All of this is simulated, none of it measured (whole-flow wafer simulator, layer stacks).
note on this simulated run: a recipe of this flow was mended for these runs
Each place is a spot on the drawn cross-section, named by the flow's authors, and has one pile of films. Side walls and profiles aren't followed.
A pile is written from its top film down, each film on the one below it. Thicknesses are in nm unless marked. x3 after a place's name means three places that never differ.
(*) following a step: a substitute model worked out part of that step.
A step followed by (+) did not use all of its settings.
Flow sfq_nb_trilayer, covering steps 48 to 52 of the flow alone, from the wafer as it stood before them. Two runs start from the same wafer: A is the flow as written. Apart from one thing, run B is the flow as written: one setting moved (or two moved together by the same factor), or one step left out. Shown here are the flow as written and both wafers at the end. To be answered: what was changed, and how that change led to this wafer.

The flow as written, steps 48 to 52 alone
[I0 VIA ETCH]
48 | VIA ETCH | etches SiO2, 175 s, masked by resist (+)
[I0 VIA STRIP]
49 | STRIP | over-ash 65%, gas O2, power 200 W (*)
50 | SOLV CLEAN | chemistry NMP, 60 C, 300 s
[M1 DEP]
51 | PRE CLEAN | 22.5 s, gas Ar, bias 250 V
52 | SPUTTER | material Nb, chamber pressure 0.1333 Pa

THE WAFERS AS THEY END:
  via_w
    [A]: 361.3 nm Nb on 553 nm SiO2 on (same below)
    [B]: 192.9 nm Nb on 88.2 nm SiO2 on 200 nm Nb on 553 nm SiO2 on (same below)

Cause: step 48, VIA ETCH: 70 s was run, while the flow as written has 175 s.

The path from the change to this, step by step:
  48 | VIA ETCH | etches SiO2, 175 s, masked by resist (+)
      via_w: A SiO2 loses 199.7 (all of it), Nb loses 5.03 | B SiO2 loses 104
      field_l x5, v_sur x96, moat x3, l0v: A KrF-resist-other-grade loses 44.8 | B KrF-resist-other-grade loses 17.9
  49 | STRIP | over-ash 65%, gas O2, power 200 W (*)
      field_l x5, v_sur x96, moat x3, l0v: A KrF-resist-other-grade loses 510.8 (all of it), anti-reflective coat loses 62 (all of it) | B KrF-resist-other-grade loses 537.7 (all of it), anti-reflective coat loses 62 (all of it)
  51 | PRE CLEAN | 22.5 s, gas Ar, bias 250 V
      via_w: A Nb loses 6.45 | B SiO2 loses 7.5
  52 | SPUTTER | material Nb, chamber pressure 0.1333 Pa
      via_w: A Nb gains 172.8 | B Nb gains 192.9 (new film)
Taking metal films that touch as one body, via_w has 2 bodies (between them, from the top down: SiO2 88.2); the flow as written gives 1 body.
